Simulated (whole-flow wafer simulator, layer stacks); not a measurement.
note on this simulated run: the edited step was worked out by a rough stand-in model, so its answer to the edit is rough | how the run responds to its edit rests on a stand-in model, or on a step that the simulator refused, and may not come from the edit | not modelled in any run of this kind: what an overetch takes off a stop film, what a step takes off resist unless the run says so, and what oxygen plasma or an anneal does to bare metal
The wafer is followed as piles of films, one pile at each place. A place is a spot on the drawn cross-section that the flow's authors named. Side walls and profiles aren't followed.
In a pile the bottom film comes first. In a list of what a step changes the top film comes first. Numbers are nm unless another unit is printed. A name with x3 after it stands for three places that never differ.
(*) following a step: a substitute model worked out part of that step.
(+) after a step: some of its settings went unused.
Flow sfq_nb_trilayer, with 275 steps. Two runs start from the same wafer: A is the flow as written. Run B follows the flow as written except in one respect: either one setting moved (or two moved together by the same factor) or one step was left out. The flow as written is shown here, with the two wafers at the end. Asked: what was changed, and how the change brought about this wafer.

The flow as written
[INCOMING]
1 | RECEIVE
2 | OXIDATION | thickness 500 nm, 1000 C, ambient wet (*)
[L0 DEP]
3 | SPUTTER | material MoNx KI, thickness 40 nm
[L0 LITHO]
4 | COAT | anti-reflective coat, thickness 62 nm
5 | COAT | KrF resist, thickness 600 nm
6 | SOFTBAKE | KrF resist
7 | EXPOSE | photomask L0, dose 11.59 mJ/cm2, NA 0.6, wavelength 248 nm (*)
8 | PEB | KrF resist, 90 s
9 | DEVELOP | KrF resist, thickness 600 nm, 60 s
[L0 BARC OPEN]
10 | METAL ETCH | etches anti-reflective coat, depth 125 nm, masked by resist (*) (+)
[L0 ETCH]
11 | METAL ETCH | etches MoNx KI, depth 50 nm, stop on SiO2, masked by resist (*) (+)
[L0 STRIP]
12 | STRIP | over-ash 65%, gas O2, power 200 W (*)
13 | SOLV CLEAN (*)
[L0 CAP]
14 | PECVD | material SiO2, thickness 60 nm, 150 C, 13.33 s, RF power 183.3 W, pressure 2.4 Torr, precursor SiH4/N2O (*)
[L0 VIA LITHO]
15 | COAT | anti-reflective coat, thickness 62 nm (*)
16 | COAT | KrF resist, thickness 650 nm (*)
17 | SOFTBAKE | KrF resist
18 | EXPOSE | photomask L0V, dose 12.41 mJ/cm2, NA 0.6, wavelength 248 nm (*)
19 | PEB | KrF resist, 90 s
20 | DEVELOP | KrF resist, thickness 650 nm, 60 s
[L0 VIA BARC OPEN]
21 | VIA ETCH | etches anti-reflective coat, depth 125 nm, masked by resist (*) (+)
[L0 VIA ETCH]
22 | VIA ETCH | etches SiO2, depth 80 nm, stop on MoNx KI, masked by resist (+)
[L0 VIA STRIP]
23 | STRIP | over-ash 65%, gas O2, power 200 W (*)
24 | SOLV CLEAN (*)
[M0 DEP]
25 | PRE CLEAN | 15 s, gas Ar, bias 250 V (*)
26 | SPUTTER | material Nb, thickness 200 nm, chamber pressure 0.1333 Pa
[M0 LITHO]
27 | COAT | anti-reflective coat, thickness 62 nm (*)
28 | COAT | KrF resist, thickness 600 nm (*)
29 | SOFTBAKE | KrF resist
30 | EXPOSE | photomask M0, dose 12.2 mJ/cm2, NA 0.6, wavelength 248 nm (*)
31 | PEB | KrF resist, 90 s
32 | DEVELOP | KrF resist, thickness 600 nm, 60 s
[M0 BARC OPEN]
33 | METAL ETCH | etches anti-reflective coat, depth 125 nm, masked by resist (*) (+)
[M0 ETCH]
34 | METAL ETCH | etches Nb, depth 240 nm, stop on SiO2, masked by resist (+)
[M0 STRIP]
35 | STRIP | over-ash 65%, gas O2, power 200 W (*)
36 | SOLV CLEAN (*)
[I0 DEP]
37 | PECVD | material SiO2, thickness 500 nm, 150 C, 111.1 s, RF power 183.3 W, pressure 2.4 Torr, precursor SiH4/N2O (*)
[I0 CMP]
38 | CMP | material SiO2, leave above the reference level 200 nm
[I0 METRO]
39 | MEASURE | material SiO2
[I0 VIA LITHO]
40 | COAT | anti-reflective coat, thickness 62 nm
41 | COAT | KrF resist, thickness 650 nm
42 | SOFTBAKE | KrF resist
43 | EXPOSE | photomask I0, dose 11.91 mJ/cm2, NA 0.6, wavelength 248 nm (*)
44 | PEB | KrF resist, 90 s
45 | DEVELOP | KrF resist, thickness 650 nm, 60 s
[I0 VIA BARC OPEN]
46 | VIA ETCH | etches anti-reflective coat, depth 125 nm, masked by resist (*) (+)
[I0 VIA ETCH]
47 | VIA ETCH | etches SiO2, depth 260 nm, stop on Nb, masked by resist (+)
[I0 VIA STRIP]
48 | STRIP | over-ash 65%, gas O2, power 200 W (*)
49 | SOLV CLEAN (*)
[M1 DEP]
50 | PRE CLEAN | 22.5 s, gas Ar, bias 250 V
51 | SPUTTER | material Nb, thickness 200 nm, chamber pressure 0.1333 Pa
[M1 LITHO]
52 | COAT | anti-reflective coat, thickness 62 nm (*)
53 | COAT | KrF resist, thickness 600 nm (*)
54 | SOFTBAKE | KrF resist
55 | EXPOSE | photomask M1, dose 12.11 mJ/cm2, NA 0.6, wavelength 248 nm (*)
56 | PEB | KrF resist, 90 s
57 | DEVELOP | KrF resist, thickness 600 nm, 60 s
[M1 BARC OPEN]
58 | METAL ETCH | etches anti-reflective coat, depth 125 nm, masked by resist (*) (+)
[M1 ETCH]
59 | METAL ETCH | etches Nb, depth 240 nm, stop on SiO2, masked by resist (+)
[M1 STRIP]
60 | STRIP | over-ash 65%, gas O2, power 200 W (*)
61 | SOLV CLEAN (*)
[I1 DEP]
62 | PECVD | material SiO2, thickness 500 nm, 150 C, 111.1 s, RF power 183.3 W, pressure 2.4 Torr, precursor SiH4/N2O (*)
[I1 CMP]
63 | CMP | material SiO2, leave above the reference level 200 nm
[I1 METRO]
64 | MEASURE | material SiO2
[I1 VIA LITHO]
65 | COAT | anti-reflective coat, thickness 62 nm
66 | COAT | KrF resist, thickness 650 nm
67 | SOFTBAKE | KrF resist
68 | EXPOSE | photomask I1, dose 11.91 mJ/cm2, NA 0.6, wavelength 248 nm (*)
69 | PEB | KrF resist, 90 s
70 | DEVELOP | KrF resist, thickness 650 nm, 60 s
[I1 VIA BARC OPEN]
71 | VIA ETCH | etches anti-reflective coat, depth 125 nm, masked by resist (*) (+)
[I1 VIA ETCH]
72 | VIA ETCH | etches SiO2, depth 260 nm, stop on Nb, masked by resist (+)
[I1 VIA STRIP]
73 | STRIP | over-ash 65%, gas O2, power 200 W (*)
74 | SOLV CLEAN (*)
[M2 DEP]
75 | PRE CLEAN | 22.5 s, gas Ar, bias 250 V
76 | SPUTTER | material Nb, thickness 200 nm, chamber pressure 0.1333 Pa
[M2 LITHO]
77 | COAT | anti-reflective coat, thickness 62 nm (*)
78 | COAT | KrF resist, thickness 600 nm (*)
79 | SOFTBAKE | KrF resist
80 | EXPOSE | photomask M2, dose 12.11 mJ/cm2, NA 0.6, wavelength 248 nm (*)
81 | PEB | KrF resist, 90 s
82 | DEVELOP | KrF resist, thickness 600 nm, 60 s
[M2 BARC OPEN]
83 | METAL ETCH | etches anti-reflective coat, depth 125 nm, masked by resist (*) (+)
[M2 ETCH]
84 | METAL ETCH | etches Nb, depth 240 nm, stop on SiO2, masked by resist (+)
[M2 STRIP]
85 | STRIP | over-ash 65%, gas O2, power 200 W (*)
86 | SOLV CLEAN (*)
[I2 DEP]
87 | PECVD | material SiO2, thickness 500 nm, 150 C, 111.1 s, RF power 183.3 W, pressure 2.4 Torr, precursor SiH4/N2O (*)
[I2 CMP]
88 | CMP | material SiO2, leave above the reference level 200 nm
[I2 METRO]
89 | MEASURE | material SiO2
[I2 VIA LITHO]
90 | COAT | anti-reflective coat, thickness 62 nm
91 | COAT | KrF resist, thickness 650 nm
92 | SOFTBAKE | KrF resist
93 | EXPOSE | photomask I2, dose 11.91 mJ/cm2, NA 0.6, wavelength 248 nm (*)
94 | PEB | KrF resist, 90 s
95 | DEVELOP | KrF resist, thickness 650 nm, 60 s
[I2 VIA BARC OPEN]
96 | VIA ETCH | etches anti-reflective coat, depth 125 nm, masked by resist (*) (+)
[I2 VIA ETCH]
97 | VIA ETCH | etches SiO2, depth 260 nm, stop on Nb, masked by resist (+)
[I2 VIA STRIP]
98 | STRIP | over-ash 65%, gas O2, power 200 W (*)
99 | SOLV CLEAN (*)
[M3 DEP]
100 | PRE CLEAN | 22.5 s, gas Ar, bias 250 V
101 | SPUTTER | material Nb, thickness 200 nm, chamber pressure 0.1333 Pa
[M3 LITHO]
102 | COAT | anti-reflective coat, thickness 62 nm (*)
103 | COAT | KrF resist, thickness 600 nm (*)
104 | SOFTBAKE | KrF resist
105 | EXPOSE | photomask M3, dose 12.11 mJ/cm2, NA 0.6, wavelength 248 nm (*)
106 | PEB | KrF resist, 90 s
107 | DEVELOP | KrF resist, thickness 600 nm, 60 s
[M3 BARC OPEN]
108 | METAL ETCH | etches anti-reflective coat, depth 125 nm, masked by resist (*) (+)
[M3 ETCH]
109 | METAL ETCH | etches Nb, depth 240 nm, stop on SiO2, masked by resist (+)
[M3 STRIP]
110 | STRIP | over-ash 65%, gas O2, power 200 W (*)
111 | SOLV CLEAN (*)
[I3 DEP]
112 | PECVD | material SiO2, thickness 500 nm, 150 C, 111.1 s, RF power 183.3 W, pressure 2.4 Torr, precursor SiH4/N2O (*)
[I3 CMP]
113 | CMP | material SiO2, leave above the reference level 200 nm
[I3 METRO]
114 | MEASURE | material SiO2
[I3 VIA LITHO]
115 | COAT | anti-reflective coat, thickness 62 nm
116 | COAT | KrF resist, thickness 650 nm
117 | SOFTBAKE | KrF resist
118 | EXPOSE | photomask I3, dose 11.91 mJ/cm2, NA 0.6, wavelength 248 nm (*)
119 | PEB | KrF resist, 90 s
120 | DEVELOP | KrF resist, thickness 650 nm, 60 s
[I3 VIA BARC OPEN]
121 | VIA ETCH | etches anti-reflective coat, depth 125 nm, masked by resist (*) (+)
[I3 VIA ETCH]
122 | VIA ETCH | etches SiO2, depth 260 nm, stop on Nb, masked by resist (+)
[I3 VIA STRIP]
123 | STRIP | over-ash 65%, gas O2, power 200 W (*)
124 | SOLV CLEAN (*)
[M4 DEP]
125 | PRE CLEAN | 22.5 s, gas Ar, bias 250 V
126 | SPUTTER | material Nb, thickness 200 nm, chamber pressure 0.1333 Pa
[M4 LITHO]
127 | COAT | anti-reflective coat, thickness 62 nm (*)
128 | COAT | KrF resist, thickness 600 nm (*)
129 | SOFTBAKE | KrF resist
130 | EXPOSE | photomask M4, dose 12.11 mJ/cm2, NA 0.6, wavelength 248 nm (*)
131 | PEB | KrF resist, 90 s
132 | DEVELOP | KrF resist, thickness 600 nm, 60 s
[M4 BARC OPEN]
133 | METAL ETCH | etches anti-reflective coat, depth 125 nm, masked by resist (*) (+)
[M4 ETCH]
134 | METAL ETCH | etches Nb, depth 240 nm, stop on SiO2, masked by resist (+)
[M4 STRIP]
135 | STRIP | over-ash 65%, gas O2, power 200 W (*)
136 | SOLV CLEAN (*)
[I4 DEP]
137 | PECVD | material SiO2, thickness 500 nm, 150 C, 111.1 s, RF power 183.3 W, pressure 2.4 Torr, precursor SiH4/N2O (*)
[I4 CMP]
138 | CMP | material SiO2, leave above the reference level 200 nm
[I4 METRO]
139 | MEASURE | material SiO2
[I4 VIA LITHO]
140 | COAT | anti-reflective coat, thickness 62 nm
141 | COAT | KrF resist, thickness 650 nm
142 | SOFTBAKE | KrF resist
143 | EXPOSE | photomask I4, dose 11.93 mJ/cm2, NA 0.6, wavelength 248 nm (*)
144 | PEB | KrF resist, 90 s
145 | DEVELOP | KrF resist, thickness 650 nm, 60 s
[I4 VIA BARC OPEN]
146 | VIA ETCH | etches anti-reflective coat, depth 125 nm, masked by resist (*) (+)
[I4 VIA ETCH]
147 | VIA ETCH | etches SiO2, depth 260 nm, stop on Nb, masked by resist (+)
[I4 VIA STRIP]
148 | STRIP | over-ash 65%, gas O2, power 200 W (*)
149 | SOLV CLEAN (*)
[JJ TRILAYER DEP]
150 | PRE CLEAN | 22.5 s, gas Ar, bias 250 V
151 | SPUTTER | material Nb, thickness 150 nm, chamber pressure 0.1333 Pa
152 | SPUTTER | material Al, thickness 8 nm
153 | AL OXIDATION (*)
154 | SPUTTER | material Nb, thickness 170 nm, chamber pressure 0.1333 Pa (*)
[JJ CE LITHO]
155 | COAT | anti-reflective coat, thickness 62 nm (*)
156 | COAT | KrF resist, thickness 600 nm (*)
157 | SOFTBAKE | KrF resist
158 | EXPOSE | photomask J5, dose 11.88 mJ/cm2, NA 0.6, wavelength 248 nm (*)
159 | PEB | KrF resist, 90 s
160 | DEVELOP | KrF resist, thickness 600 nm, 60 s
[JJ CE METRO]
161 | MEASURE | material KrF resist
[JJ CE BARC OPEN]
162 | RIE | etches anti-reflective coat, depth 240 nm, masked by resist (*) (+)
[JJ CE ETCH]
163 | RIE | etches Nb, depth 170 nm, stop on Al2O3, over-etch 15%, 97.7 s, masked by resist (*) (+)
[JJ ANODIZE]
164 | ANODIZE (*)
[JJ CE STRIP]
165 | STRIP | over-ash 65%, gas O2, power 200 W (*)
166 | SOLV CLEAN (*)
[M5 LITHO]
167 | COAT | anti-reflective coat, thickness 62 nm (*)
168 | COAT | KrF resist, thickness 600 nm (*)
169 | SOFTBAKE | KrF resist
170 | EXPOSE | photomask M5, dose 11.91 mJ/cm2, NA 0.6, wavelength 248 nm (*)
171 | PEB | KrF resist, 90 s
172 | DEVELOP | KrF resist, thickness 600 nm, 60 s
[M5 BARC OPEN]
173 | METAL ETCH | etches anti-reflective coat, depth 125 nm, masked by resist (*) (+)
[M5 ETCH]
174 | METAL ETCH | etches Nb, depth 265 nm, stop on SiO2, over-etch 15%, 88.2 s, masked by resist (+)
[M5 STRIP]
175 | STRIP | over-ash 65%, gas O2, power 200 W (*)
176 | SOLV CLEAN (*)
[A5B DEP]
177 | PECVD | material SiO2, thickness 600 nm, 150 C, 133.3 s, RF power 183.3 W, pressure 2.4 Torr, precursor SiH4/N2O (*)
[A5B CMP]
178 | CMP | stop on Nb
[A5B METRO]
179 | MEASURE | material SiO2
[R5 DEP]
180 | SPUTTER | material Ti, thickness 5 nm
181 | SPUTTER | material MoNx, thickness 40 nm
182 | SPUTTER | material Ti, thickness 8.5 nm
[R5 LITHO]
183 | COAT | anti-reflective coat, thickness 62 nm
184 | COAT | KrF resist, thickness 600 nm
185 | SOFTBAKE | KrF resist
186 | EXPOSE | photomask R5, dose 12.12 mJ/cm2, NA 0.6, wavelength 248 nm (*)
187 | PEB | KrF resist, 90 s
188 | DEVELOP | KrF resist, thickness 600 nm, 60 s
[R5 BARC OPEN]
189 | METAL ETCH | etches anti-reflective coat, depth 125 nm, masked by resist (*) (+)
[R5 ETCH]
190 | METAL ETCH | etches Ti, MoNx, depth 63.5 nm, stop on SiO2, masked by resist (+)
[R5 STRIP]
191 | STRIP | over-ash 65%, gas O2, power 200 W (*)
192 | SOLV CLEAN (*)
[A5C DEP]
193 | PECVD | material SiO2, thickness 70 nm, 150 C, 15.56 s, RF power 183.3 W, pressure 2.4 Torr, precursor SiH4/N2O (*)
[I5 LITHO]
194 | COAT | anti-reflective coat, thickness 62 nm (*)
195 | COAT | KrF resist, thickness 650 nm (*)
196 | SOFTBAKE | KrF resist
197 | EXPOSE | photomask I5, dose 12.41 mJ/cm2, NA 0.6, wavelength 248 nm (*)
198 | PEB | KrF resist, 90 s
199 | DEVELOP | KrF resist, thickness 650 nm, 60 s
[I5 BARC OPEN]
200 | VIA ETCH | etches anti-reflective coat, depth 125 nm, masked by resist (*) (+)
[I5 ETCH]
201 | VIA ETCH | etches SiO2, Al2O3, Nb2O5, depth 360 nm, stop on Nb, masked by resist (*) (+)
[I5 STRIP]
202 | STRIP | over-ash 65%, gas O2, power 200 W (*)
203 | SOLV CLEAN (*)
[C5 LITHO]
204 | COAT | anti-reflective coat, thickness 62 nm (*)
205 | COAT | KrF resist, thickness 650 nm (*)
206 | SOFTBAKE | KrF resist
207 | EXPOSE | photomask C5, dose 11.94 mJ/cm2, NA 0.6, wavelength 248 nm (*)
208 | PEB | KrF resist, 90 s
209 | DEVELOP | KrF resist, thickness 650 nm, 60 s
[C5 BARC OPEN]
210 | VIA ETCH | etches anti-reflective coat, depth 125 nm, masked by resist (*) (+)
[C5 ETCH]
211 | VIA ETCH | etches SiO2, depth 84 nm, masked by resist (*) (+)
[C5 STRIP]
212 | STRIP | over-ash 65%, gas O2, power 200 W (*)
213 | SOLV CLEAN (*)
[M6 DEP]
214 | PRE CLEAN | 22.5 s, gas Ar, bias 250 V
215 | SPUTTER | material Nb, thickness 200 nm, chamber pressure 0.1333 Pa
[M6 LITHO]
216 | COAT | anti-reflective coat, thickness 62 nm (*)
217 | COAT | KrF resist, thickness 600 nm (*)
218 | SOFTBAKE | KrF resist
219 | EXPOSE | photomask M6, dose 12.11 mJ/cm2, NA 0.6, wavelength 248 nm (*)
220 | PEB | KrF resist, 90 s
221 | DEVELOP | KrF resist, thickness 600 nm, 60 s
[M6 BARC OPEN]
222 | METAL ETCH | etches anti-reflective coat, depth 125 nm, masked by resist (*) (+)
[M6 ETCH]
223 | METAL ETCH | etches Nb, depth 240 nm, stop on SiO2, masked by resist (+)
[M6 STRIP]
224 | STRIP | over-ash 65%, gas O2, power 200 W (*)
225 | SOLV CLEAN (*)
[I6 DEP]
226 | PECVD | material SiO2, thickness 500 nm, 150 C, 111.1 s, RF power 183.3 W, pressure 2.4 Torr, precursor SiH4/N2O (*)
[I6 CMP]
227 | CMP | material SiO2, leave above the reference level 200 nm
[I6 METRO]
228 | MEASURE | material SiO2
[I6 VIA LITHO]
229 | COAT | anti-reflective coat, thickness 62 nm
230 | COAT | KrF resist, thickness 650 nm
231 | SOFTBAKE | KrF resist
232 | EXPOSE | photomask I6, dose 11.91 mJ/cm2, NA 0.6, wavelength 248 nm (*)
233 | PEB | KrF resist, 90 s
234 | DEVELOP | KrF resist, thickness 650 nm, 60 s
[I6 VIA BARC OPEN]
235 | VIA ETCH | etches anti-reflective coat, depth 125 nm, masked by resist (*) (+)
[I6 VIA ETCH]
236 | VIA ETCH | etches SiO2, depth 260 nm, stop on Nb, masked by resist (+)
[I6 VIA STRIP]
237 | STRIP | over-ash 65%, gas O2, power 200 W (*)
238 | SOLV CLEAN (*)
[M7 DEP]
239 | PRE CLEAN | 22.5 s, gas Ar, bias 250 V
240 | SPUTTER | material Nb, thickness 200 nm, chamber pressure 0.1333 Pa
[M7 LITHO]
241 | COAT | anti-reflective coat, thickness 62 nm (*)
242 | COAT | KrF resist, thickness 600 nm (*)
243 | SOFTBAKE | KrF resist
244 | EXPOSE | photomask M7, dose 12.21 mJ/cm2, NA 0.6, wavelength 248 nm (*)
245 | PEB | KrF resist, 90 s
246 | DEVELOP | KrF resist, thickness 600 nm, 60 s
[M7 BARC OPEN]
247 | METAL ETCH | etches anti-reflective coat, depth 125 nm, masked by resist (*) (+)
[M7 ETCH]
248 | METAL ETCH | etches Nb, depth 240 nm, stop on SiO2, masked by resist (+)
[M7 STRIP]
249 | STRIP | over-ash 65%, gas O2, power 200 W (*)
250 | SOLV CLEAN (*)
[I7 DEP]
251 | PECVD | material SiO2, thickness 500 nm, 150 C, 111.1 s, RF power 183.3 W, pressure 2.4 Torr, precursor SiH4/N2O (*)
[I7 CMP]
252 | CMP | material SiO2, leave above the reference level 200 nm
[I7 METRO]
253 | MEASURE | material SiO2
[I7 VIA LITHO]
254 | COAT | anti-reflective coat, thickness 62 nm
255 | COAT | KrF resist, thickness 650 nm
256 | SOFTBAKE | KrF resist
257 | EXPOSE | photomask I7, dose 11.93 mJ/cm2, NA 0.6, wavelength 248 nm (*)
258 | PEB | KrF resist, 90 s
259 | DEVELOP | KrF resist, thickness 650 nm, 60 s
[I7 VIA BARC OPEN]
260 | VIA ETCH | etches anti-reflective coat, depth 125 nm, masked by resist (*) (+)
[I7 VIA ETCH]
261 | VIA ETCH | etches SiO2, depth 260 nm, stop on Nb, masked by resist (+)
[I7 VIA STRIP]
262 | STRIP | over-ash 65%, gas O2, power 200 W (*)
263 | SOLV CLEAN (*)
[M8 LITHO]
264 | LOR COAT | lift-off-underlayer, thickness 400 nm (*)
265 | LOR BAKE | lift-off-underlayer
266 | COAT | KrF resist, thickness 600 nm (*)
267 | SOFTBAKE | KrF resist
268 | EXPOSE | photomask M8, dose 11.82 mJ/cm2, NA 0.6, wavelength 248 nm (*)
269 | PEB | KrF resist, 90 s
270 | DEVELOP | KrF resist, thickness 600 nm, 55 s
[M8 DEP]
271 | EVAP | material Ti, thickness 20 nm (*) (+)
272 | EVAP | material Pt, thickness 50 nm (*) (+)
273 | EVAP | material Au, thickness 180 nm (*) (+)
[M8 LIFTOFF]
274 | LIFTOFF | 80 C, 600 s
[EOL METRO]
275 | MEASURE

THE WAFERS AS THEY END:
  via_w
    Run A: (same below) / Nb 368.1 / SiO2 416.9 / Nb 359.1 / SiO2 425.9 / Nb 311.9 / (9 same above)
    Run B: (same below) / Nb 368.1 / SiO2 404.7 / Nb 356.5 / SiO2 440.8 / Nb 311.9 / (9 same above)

Cause: step 62, PECVD: thickness 362 nm was run, whereas the flow has thickness 500 nm; step 62, PECVD: 80.56 s was run, where the flow has 111.1 s.

The path from the change to this, step by step:
  62 | PECVD | material SiO2, thickness 500 nm, 150 C, 111.1 s, RF power 183.3 W, pressure 2.4 Torr, precursor SiH4/N2O (*)
      field_l, be, be_sur and 72 more: A +500 SiO2 | B +362 SiO2
      v_sur, via_wl, via_wr and 20 more: A +500 SiO2 (new film) | B +362 SiO2 (new film)
      (also at 8 further places)
  63 | CMP | material SiO2, leave above the reference level 200 nm
      field_l, be, be_sur and 72 more: A -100 SiO2 | B nothing
      lsp_m, ln_m6, lsp_r, l0_sur, l0v: A -94.9 SiO2 | B nothing
      (also at 26 further places)
  65 | COAT | anti-reflective coat, thickness 62 nm
      m0r_space_l, m6r_space_l, m7r_space_l: A +62 anti-reflective coat (new film) | B +67.4 anti-reflective coat (new film)
      m0r_space_r, m6r_space_r, m7r_space_r: A +62 anti-reflective coat (new film) | B +67.5 anti-reflective coat (new film)
      (also at 43 further places)
  66 | COAT | KrF resist, thickness 650 nm
      v_sur: A +650 KrF resist (new film) | B +636.5 KrF resist (new film)
      via_wl: A +650 KrF resist (new film) | B +636.6 KrF resist (new film)
      (also at 3 further places)
  70 | DEVELOP | KrF resist, thickness 650 nm, 60 s
      via_v: A -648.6 KrF resist (all of it) | B -635.4 KrF resist (all of it)
  71 | VIA ETCH | etches anti-reflective coat, depth 125 nm, masked by resist (*) (+)
      field_l, v_sur, via_wl and 102 more: A -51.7 KrF resist | B -49.2 KrF resist
      via_v: A -62 anti-reflective coat (all of it), -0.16 SiO2 | B -59.1 anti-reflective coat (all of it), -0.15 SiO2
  73 | STRIP | over-ash 65%, gas O2, power 200 W (*)
      m0r_space_l, m6r_space_l, m7r_space_l: A -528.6 KrF resist (all of it), -62 anti-reflective coat (all of it) | B -535.2 KrF resist (all of it), -67.4 anti-reflective coat (all of it)
      m0r_space_r, m6r_space_r, m7r_space_r: A -528.6 KrF resist (all of it), -62 anti-reflective coat (all of it) | B -535.1 KrF resist (all of it), -67.5 anti-reflective coat (all of it)
      (also at 42 further places)
  77 | COAT | anti-reflective coat, thickness 62 nm (*)
      m0r_space_l, r5r_line_c, m6r_space_l, m7r_space_l: A +62 anti-reflective coat (new film) | B +66.7 anti-reflective coat (new film)
      m0r_space_r, m6r_space_r, m7r_space_r: A +62 anti-reflective coat (new film) | B +66.6 anti-reflective coat (new film)
      (also at 41 further places)
  78 | COAT | KrF resist, thickness 600 nm (*)
      v_sur: A +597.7 KrF resist (new film) | B +584.4 KrF resist (new film)
      via_wl: A +597.1 KrF resist (new film) | B +583.3 KrF resist (new film)
      (also at 5 further places)
  82 | DEVELOP | KrF resist, thickness 600 nm, 60 s
      ln_m5: A -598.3 KrF resist (all of it) | B -579.3 KrF resist (all of it)
      wl_d_sl: A -598.7 KrF resist (all of it) | B -611.6 KrF resist (all of it)
      (also at 1 further place)
  83 | METAL ETCH | etches anti-reflective coat, depth 125 nm, masked by resist (*) (+)
      m0r_space_l, r5r_line_c, m6r_space_l, m7r_space_l: A -62 anti-reflective coat (all of it) | B -66.7 anti-reflective coat (all of it)
      m0r_space_r, m6r_space_r, m7r_space_r: A -62 anti-reflective coat (all of it) | B -66.6 anti-reflective coat (all of it)
      (also at 30 further places)
  85 | STRIP | over-ash 65%, gas O2, power 200 W (*)
      v_sur: A -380 KrF resist (all of it), -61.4 anti-reflective coat (all of it) | B -366.1 KrF resist (all of it), -52.8 anti-reflective coat (all of it)
      via_wl: A -379.5 KrF resist (all of it), -61.3 anti-reflective coat (all of it) | B -365 KrF resist (all of it), -55.5 anti-reflective coat (all of it)
      (also at 9 further places)
  88 | CMP | material SiO2, leave above the reference level 200 nm
      field_l, be, be_sur and 79 more: A -100 SiO2 | B -62 SiO2
      via_w: A -300 SiO2 | B -287.8 SiO2
  97 | VIA ETCH | etches SiO2, depth 260 nm, stop on Nb, masked by resist (+)
      via_w: A -199.8 SiO2 (all of it) | B -212.1 SiO2 (all of it)
  112 | PECVD | material SiO2, thickness 500 nm, 150 C, 111.1 s, RF power 183.3 W, pressure 2.4 Torr, precursor SiH4/N2O (*)
      via_w: A +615 SiO2 (new film) | B +629.9 SiO2 (new film)
